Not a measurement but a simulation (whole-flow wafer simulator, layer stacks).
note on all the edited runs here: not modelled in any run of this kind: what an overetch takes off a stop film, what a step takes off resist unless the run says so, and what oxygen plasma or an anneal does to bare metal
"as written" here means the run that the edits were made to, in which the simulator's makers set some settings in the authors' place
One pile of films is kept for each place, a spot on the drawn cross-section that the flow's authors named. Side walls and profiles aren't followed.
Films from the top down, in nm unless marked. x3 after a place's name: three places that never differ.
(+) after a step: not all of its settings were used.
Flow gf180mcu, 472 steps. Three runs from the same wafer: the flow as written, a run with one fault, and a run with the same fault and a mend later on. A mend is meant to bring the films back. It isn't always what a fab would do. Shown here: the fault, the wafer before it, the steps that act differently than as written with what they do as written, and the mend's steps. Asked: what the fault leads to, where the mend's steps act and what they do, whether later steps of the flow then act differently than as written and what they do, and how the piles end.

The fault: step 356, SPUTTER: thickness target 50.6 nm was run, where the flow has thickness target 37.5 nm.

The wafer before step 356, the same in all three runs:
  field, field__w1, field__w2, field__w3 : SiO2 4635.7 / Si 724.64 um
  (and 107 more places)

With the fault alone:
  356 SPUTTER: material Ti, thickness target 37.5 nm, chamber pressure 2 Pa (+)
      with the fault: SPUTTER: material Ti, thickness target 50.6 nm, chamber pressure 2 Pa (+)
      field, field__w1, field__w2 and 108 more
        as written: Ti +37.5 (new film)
        with the fault: Ti +50.6 (new film)
  Later steps of the flow that act differently than as written:
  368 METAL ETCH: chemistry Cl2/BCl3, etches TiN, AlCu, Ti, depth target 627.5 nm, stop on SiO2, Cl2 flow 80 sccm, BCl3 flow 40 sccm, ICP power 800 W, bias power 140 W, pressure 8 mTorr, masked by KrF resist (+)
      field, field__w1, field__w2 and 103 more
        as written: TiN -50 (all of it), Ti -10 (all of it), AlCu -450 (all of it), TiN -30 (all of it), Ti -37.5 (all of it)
        with the fault: TiN -50 (all of it), Ti -10 (all of it), AlCu -450 (all of it), TiN -30 (all of it), Ti -50.6 (all of it)
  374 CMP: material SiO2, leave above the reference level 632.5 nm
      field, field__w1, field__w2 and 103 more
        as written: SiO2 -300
        with the fault: SiO2 -286.9
  At the end the piles differ from the flow's by more than 2% or 0.5 nm, whichever is larger, at field__w8, contact, m1, m1__w1, m1_nw.
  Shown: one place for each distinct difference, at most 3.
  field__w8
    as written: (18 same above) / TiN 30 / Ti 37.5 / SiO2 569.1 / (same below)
    with the fault: (18 same above) / TiN 30 / Ti 50.6 / SiO2 569.1 / (same below)
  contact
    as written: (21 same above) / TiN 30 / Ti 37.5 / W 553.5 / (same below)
    with the fault: (21 same above) / TiN 30 / Ti 50.6 / W 553.5 / (same below)

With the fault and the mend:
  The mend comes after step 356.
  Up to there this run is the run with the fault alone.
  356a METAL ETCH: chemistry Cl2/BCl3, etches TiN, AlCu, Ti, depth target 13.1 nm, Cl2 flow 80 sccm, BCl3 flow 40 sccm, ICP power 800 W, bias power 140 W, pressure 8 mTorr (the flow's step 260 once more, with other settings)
      field, field__w1, field__w2 and 108 more
        Ti -13.1
  No later step of the flow acts differently than as written at any place that is followed.
  At the end the piles are the same as the flow's at every place that both follow.
